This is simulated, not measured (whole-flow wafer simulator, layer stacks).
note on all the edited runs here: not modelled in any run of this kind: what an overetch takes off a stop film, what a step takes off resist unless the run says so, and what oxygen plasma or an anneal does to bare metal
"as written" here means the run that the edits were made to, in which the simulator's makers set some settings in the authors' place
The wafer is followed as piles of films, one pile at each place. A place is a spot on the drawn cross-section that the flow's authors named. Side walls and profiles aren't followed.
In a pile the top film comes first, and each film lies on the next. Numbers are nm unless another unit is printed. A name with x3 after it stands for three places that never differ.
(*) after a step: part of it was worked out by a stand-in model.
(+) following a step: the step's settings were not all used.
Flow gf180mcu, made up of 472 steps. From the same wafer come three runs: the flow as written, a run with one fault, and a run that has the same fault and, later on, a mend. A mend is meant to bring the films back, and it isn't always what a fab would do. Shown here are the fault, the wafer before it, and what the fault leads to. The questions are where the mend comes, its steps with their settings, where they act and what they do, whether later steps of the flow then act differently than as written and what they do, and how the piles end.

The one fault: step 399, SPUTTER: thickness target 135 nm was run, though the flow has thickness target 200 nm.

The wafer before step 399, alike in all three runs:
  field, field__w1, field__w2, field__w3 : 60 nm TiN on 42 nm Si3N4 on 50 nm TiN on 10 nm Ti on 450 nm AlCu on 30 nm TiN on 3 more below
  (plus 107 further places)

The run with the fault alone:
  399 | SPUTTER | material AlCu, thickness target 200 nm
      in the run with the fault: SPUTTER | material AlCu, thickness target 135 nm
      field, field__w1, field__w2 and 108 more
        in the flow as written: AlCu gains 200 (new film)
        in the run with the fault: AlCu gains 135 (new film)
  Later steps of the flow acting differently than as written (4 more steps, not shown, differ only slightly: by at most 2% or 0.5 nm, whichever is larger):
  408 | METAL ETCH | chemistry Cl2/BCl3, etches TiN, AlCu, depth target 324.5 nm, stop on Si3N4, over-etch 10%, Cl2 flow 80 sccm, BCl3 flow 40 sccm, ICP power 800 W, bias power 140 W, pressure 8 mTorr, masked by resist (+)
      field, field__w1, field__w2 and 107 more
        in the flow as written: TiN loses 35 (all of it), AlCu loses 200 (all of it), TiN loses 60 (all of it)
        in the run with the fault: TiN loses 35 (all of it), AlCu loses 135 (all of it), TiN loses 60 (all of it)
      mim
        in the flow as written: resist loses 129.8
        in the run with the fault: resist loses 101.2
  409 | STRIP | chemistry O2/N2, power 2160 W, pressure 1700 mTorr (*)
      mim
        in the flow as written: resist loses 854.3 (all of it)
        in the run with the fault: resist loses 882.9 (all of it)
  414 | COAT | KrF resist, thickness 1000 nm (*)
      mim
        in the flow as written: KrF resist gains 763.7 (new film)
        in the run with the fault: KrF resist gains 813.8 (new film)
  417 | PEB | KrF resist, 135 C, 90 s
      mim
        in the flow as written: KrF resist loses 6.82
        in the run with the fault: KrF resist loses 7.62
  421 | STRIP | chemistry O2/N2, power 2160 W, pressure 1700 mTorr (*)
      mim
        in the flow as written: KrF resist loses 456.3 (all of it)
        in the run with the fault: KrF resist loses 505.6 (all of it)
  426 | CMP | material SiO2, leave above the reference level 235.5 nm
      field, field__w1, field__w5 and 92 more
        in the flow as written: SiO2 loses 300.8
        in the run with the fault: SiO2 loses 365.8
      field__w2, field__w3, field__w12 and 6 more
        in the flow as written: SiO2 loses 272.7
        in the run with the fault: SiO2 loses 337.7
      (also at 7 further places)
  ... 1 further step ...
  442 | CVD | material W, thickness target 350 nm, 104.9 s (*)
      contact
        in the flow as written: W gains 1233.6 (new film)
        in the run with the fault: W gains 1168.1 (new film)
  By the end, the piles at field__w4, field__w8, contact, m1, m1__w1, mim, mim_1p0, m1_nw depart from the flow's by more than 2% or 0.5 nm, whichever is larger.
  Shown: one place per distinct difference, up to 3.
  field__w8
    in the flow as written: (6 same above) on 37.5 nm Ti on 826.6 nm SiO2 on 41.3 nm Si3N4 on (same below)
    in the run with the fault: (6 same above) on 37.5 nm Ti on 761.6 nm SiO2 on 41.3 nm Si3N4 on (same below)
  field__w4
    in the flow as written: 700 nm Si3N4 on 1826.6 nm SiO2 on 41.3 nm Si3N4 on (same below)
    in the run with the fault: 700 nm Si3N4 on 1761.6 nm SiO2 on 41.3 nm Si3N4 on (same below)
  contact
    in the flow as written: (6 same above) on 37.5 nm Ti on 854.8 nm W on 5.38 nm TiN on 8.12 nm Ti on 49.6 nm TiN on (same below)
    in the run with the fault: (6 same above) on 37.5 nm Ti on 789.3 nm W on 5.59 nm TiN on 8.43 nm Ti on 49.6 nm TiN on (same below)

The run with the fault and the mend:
  After step 399 comes the mend.
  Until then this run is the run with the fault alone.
  399a | SPUTTER | material AlCu, thickness target 65 nm (the flow's step 399 again, with other settings)
      field, field__w1, field__w2 and 108 more
        AlCu gains 65
  None of the later steps of the flow acts differently than as written at any place that is followed.
  By the end, the piles equal the flow's at every place that both follow.
